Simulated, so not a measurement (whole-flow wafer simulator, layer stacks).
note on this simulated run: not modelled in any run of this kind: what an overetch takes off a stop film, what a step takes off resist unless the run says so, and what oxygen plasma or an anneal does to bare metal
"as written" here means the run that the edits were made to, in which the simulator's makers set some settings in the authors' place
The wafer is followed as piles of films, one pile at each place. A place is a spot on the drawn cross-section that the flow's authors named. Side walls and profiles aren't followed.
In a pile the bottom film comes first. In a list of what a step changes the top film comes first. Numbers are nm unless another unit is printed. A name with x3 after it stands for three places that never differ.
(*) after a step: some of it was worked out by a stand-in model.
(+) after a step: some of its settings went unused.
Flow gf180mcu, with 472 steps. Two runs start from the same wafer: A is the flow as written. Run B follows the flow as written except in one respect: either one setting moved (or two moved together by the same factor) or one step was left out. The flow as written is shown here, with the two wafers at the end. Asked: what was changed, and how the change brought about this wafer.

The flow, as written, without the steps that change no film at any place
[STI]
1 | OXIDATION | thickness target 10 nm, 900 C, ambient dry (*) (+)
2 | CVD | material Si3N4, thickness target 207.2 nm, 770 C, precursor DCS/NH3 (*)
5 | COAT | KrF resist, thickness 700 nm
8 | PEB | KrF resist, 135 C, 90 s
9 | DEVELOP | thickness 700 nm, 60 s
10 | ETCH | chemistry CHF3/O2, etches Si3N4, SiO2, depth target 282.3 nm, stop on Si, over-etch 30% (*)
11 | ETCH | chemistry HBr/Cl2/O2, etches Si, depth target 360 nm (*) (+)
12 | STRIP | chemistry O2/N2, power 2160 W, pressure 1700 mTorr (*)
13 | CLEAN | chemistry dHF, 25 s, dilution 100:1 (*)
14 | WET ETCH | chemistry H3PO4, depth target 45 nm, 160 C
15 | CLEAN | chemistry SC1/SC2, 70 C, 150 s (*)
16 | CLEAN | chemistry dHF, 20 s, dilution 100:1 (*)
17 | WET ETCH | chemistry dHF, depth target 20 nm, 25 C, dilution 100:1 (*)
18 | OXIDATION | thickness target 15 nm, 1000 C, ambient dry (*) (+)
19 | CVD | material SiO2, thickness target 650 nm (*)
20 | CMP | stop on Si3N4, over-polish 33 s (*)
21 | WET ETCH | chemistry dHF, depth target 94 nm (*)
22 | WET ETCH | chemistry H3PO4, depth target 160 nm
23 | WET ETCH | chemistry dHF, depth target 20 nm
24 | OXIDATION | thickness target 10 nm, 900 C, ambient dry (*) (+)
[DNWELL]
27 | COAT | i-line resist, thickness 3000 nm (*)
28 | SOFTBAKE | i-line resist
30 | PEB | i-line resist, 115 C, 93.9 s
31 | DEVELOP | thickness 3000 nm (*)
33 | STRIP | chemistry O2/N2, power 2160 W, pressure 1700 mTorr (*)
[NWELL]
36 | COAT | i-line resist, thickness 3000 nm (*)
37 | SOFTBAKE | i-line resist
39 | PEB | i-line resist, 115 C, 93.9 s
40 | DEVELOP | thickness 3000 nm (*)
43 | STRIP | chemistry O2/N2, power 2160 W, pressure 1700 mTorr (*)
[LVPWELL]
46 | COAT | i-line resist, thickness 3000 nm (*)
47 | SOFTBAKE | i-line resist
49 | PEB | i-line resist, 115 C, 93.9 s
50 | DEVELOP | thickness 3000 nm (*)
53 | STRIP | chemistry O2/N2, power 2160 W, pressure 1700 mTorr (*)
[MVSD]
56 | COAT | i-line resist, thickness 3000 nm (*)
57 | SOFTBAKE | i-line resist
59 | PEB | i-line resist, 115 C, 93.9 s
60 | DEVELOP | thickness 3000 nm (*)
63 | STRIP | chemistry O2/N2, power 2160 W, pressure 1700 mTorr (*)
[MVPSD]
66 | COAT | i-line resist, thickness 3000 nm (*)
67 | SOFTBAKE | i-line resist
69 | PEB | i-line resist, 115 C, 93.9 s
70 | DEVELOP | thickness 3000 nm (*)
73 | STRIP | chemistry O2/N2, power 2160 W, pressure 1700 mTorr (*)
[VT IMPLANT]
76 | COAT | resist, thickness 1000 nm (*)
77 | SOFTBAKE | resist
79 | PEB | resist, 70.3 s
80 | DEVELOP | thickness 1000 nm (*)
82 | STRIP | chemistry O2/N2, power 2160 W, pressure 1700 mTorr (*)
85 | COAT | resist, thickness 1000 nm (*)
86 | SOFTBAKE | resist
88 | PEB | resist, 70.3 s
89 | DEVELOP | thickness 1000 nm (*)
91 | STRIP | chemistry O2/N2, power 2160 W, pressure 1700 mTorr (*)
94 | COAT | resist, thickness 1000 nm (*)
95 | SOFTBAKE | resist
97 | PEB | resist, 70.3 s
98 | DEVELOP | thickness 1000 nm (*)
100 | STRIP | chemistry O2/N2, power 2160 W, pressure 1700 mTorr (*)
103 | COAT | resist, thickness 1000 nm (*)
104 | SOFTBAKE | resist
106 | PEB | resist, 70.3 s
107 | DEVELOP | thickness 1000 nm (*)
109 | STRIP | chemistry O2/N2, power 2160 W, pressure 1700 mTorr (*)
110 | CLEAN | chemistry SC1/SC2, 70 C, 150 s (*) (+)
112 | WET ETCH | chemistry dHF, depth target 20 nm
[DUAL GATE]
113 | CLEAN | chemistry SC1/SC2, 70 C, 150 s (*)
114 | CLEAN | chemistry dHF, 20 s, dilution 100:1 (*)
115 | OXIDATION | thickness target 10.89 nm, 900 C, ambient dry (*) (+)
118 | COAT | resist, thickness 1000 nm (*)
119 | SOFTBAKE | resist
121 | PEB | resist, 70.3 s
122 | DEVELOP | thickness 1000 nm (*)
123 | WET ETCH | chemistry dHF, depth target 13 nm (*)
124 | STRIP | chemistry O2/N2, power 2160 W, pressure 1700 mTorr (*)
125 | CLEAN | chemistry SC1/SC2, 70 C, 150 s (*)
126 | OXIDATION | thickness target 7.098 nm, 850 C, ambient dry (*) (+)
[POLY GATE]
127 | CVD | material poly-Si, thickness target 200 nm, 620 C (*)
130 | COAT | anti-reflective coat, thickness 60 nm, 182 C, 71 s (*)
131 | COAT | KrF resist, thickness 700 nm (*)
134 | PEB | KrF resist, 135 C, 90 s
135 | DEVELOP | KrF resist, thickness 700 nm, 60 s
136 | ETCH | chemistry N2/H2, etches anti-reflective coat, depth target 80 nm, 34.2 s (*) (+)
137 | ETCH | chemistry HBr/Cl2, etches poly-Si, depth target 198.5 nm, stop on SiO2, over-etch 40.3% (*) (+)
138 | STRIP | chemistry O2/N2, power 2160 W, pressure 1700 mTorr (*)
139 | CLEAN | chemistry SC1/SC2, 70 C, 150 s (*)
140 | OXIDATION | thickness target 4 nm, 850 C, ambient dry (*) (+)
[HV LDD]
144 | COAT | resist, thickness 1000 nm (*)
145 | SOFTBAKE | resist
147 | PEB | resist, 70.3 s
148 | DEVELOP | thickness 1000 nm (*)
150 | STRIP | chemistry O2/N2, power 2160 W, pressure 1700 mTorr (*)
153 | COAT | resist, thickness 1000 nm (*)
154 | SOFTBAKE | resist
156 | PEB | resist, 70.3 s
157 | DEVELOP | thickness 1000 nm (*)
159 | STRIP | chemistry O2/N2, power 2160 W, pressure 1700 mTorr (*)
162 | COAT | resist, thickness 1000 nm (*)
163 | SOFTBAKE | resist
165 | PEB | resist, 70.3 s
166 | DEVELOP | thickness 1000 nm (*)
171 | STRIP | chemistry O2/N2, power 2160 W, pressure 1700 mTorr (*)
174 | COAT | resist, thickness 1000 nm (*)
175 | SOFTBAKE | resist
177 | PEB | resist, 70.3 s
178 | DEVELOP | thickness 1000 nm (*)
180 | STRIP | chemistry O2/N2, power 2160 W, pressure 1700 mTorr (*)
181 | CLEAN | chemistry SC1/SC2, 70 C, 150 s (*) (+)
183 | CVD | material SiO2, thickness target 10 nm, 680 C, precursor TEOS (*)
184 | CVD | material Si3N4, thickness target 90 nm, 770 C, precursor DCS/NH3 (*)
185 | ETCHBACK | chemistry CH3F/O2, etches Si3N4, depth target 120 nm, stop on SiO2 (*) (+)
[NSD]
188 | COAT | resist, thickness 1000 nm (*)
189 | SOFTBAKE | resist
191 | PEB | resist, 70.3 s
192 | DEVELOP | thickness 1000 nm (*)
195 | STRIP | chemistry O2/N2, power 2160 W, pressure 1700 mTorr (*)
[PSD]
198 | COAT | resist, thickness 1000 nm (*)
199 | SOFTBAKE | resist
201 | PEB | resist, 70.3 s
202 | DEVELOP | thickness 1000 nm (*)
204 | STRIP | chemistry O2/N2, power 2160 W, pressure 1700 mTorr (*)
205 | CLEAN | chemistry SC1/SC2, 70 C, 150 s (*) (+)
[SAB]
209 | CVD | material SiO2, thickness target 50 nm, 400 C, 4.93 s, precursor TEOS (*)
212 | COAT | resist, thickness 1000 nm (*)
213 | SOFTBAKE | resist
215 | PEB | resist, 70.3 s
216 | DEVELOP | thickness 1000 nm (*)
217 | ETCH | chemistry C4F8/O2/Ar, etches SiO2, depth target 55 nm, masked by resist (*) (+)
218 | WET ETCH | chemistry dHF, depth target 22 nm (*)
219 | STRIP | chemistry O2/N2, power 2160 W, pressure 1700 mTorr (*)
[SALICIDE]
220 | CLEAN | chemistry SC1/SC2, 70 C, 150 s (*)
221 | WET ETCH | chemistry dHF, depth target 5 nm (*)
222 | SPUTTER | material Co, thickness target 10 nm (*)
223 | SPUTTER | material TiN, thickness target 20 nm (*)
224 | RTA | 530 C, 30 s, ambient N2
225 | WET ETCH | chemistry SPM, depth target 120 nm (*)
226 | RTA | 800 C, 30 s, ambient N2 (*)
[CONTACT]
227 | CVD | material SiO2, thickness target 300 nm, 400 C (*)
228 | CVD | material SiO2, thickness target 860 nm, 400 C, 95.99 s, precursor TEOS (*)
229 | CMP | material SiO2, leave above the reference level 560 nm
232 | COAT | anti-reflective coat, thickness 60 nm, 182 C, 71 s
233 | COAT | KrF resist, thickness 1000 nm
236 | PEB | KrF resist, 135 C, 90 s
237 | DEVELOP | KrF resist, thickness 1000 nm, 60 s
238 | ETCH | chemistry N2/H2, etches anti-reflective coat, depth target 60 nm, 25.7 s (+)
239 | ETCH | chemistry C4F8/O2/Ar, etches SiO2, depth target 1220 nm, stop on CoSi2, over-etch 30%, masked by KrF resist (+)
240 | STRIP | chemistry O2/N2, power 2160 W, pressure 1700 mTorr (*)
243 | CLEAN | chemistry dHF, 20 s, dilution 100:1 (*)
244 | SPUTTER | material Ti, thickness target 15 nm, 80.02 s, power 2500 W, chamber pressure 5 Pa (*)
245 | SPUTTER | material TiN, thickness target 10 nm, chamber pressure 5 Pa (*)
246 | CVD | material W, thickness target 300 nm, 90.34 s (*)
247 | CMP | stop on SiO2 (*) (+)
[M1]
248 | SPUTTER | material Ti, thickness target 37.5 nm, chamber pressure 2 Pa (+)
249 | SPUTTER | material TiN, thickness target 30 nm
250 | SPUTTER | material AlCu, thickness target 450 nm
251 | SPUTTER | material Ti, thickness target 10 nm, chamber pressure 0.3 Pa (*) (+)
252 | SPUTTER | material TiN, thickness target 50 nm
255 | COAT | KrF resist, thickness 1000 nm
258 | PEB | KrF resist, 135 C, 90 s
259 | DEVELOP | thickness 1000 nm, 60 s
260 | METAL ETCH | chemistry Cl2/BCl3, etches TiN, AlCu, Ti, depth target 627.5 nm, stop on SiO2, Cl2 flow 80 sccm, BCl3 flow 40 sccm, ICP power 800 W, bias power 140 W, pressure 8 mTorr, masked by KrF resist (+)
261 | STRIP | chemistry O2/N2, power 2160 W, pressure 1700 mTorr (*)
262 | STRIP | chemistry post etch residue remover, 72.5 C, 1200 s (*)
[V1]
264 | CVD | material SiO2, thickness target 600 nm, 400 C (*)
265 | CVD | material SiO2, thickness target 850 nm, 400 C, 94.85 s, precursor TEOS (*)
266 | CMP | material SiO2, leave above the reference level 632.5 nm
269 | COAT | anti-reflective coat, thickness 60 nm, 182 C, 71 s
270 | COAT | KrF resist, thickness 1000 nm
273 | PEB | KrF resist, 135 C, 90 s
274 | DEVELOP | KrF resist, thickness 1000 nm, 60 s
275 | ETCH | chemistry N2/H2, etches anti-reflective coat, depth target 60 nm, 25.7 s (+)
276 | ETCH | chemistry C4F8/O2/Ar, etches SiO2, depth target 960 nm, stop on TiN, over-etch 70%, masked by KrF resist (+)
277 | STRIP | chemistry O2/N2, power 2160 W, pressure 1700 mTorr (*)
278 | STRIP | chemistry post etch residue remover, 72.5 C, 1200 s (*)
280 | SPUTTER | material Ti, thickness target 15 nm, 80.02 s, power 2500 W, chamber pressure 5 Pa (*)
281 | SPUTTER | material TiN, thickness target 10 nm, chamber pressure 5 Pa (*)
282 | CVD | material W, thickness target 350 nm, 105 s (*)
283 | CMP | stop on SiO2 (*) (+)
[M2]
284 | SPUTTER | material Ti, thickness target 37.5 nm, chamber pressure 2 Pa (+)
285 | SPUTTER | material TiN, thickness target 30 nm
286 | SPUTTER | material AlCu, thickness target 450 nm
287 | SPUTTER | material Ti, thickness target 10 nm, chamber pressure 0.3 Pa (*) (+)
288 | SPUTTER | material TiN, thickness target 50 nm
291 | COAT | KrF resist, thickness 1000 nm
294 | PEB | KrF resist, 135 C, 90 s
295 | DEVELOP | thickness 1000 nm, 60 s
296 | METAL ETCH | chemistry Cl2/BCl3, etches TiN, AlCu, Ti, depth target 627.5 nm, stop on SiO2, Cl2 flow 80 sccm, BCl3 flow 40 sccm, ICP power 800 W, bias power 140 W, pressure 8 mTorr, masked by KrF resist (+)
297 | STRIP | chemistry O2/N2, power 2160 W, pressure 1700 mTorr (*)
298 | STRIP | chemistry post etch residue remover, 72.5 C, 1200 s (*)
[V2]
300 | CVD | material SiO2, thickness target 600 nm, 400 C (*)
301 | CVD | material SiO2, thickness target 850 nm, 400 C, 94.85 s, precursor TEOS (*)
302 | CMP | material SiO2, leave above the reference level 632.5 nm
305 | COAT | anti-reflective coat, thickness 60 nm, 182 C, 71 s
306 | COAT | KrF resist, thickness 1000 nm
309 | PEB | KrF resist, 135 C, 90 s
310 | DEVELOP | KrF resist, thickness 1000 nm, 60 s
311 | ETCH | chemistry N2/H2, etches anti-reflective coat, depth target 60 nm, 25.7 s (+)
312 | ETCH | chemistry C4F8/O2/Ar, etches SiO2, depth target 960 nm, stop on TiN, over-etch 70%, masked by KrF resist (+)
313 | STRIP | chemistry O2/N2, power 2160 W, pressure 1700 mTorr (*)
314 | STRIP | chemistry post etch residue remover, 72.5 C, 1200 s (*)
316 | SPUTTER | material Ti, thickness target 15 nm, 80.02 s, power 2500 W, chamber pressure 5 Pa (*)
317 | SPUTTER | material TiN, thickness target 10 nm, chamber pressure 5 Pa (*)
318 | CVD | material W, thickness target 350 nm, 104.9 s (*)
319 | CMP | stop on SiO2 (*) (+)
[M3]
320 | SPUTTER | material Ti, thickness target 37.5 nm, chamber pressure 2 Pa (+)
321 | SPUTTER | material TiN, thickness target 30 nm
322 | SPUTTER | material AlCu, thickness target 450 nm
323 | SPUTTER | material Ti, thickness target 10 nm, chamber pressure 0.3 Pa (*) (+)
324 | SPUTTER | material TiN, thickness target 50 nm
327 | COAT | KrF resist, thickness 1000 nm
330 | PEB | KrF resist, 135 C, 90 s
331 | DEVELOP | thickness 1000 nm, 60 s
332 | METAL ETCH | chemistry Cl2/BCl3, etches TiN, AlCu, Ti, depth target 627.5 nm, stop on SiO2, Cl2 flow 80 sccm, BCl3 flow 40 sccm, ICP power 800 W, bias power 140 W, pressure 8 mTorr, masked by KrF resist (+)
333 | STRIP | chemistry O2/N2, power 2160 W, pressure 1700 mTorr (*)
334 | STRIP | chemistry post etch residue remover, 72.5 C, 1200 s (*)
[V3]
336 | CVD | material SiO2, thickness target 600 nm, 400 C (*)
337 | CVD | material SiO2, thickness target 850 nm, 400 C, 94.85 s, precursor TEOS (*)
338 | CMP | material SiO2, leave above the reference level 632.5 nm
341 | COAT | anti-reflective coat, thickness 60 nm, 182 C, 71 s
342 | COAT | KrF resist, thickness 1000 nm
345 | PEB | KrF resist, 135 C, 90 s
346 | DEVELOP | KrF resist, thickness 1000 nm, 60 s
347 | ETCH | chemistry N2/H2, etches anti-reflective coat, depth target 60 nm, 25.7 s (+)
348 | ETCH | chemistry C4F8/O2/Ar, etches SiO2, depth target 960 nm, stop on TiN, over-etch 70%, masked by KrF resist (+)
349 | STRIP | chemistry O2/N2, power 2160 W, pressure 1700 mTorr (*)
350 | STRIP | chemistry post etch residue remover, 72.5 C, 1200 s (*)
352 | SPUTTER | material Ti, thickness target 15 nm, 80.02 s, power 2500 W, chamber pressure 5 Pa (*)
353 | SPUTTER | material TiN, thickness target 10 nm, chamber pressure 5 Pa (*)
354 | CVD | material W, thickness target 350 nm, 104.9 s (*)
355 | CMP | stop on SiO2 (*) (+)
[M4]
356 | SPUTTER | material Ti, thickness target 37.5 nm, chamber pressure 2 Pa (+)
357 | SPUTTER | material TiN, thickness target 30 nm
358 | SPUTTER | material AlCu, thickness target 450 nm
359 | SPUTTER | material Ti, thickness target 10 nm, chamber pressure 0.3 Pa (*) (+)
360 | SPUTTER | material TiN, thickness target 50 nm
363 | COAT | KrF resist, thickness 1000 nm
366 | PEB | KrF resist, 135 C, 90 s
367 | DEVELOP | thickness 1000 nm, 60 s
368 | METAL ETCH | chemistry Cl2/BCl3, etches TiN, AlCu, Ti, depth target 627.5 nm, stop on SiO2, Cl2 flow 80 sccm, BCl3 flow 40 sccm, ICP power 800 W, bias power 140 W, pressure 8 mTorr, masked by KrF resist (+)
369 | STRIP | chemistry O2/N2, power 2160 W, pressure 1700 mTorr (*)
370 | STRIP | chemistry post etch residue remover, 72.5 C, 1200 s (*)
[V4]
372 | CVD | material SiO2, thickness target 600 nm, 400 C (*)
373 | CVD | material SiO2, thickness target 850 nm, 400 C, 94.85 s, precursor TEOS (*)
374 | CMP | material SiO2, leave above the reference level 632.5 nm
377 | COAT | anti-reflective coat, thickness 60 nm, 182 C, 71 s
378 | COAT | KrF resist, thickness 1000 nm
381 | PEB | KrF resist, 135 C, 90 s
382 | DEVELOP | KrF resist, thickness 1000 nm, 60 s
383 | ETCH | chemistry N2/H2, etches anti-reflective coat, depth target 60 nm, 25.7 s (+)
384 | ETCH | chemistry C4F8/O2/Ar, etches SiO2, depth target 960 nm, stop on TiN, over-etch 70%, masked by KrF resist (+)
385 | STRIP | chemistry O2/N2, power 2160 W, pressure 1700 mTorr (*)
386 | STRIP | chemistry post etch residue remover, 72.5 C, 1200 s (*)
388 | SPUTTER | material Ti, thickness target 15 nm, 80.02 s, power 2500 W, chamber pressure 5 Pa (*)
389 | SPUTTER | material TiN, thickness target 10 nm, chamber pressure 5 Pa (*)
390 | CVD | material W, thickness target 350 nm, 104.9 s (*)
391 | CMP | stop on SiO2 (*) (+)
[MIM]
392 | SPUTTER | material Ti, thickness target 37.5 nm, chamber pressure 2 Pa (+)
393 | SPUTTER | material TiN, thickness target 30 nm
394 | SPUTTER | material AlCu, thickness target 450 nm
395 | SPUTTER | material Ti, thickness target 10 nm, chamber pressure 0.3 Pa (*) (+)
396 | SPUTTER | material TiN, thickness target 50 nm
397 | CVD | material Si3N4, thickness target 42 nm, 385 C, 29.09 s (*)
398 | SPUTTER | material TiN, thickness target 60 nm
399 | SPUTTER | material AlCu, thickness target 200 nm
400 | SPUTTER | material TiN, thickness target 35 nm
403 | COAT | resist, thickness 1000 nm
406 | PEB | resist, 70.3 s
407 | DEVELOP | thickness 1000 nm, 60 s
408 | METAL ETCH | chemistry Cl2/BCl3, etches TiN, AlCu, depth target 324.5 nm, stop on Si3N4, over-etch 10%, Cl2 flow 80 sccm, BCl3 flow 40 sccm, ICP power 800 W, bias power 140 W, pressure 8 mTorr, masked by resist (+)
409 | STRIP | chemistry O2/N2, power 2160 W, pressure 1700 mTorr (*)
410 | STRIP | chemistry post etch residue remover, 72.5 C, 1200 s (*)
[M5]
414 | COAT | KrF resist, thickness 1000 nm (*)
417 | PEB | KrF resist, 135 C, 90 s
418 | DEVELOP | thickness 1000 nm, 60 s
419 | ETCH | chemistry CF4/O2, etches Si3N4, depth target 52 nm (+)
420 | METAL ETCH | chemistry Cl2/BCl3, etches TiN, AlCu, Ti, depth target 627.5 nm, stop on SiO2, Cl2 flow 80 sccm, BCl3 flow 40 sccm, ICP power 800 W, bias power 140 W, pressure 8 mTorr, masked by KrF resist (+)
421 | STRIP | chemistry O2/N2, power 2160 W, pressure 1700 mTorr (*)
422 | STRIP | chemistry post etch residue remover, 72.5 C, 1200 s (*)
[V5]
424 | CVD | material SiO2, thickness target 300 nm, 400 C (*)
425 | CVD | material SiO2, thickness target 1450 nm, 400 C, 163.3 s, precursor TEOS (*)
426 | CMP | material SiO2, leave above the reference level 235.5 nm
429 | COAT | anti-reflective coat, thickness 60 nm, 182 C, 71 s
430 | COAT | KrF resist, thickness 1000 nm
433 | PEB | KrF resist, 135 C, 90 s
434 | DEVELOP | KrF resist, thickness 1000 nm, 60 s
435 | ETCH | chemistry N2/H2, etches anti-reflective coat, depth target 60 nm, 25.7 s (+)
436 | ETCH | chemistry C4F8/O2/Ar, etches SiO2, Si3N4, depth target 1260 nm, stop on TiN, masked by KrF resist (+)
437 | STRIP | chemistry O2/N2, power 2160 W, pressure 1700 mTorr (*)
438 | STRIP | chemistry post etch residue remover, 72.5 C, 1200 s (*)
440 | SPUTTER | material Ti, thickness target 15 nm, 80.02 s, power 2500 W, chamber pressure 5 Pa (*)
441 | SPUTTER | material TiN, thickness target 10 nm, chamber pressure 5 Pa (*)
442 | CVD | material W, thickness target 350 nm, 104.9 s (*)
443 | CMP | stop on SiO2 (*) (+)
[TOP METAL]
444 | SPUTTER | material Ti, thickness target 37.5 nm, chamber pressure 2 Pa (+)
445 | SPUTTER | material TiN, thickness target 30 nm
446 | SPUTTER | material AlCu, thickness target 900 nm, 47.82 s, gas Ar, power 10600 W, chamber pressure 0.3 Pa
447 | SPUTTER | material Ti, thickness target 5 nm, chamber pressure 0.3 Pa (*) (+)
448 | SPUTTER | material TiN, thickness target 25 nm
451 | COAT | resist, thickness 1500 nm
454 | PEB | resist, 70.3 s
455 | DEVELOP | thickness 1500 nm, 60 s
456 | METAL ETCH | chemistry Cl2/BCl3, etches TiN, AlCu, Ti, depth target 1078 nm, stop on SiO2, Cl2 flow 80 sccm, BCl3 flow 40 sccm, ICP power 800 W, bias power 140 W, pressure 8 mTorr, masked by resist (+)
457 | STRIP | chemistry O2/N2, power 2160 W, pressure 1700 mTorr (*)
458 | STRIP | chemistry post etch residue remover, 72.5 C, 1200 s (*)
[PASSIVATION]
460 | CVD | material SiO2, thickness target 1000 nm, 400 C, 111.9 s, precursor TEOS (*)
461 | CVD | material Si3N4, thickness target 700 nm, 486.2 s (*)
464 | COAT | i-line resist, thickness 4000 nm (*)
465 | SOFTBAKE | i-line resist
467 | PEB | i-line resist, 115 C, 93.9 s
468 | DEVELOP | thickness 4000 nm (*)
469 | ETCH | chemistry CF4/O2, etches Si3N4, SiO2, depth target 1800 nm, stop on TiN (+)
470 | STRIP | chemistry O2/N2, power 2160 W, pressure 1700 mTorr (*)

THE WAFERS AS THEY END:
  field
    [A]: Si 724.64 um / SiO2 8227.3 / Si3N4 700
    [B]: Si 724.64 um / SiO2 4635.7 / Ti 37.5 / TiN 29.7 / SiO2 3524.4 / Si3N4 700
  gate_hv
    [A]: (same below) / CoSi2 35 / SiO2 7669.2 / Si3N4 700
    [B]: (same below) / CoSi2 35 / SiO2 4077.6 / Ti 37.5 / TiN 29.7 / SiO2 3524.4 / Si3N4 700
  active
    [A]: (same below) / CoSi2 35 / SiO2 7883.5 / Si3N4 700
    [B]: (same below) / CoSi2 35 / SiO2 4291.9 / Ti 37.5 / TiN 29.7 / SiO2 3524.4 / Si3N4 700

What caused this: step 368, METAL ETCH: depth target 508.3 nm was run, though the flow has depth target 627.5 nm.

Step by step, how the change led to this:
  368 | METAL ETCH | chemistry Cl2/BCl3, etches TiN, AlCu, Ti, depth target 627.5 nm, stop on SiO2, Cl2 flow 80 sccm, BCl3 flow 40 sccm, ICP power 800 W, bias power 140 W, pressure 8 mTorr, masked by KrF resist (+)
      field, field__w1, field__w2 and 103 more: A -50 TiN (all of it), -10 Ti (all of it), -450 AlCu (all of it), -30 TiN (all of it), -37.5 Ti (all of it) | B -50 TiN (all of it), -10 Ti (all of it), -448.3 AlCu
      field__w8, contact, m1, m1__w1, m1_nw: A -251 KrF resist | B -203.3 KrF resist
  369 | STRIP | chemistry O2/N2, power 2160 W, pressure 1700 mTorr (*)
      field__w8, contact, m1, m1__w1, m1_nw: A -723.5 KrF resist (all of it) | B -771.2 KrF resist (all of it)
  370 | STRIP | chemistry post etch residue remover, 72.5 C, 1200 s (*)
      field, field__w1, field__w2 and 103 more: A nothing | B -1.7 AlCu (all of it), -0.3 TiN
  372 | CVD | material SiO2, thickness target 600 nm, 400 C (*)
      field, field__w1, field__w2 and 103 more: A +600 SiO2 | B +600 SiO2 (new film)
  374 | CMP | material SiO2, leave above the reference level 632.5 nm
      field, field__w1, field__w2 and 103 more: A -300 SiO2 | B -367.2 SiO2
Taking metal films that touch as one body, field has 1 body; the flow as written gives 0 bodies.
Taking metal films that touch as one body, gate_hv has 2 bodies (between them, from the top down: SiO2 4077.6); the flow as written gives 1 body.
Taking metal films that touch as one body, active has 2 bodies (between them, from the top down: SiO2 4291.9); the flow as written gives 1 body.
